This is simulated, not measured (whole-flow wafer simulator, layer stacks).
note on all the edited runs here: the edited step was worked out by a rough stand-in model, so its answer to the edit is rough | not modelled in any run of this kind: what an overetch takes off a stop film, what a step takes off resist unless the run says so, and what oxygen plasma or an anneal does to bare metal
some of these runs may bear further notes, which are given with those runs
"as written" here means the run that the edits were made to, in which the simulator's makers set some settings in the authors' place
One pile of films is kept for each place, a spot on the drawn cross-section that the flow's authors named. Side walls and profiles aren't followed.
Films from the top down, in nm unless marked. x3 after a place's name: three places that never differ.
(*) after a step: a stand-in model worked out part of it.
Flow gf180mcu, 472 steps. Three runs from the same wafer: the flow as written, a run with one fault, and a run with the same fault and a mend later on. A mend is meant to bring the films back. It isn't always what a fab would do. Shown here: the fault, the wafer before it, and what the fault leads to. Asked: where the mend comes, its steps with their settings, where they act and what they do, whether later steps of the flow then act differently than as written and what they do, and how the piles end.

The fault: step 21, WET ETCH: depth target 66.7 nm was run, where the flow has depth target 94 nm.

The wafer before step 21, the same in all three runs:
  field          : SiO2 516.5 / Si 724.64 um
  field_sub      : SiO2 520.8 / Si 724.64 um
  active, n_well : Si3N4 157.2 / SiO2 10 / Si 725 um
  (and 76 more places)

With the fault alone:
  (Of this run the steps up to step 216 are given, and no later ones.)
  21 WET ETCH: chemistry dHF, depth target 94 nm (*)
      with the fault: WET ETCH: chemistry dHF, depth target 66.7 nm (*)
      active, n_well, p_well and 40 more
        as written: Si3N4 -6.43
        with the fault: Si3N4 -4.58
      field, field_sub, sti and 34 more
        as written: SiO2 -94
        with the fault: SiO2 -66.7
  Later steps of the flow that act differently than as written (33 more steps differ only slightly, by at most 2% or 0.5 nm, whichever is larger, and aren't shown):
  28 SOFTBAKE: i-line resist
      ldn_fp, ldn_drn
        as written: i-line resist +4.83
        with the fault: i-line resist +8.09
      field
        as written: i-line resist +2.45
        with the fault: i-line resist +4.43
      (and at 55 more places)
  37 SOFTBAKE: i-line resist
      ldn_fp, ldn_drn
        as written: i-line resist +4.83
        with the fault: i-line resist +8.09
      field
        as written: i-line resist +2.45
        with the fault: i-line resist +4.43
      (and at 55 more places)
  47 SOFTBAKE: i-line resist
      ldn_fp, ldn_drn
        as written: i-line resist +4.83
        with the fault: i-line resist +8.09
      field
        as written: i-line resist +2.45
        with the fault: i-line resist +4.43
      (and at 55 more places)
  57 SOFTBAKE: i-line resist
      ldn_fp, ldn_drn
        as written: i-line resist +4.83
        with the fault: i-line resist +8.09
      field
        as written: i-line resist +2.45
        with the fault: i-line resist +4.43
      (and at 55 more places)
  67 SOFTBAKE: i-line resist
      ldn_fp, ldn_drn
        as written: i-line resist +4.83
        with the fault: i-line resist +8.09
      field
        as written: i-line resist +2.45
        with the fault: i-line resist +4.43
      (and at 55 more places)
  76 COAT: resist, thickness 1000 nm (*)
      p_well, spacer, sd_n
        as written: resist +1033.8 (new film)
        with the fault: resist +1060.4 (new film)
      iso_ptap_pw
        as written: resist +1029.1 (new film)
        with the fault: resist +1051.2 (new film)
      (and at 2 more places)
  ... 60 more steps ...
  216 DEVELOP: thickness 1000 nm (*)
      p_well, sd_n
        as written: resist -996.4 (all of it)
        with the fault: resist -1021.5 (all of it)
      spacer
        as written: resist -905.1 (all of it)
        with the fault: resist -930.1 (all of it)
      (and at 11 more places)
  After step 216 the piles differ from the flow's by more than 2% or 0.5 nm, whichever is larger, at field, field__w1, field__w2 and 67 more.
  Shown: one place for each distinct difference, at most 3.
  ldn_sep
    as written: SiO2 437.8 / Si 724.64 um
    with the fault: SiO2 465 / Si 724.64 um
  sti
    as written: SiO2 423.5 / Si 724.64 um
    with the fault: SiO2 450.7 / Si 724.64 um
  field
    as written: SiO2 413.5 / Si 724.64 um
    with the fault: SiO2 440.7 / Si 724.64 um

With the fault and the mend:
  The mend comes after step 21.
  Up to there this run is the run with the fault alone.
  21a WET ETCH: chemistry dHF, depth target 27.3 nm (the flow's step 21 once more, with other settings)
      field, field_sub, sti and 34 more
        SiO2 -27.3
  No later step of the flow acts differently than as written, at any place that is followed, by more than 2% or 0.5 nm, whichever is larger.
  At the end the piles are the same as the flow's at every place that both follow.
